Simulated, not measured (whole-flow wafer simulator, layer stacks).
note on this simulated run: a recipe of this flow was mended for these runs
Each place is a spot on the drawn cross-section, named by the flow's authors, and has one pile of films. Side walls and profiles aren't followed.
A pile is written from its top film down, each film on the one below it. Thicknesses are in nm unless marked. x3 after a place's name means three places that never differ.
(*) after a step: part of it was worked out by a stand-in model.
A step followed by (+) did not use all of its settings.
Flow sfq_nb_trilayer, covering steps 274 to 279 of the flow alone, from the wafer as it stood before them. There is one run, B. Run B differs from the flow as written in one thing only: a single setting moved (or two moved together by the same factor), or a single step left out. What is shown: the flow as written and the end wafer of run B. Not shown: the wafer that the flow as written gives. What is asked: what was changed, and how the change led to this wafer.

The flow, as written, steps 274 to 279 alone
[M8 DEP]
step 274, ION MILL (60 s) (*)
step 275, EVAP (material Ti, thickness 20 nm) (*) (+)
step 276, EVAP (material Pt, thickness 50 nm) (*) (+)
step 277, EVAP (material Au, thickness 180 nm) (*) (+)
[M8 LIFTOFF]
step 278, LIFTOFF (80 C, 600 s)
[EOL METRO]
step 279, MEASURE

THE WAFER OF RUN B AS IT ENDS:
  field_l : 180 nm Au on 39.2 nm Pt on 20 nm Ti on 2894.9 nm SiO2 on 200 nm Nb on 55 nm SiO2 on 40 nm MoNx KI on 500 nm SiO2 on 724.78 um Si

What caused this: step 276, EVAP: thickness 39.2 nm was run, whereas the flow has thickness 50 nm.
The wafer itself shows it: field_l has Pt 39.2, and step 276 as written asks for 50 nm.

Step by step, how the change led to this:
  step 276, EVAP (material Pt, thickness 50 nm) (*) (+)
      field_l, v_sur x3, via_wl x2 and 100 more: +39.2 Pt (new film) (as written it would have been: +50 Pt (new film))
  step 278, LIFTOFF (80 C, 600 s)
      p4_fl x5, p4_w1 x9, p3_s0 x11 and 49 more: -180 Au (all of it), -39.2 Pt (all of it), -20 Ti (all of it), -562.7 KrF-resist-other-grade (all of it), -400 lift-off-underlayer (all of it) (as written it would have been: -180 Au (all of it), -50 Pt (all of it), -20 Ti (all of it), -562.7 KrF-resist-other-grade (all of it), -400 lift-off-underlayer (all of it))
      r_sur, res, r_end: -180 Au (all of it), -39.2 Pt (all of it), -20 Ti (all of it), -559.9 KrF-resist-other-grade (all of it), -399.5 lift-off-underlayer (all of it) (as written it would have been: -180 Au (all of it), -50 Pt (all of it), -20 Ti (all of it), -559.9 KrF-resist-other-grade (all of it), -399.5 lift-off-underlayer (all of it))
      (and at 18 other places as well)
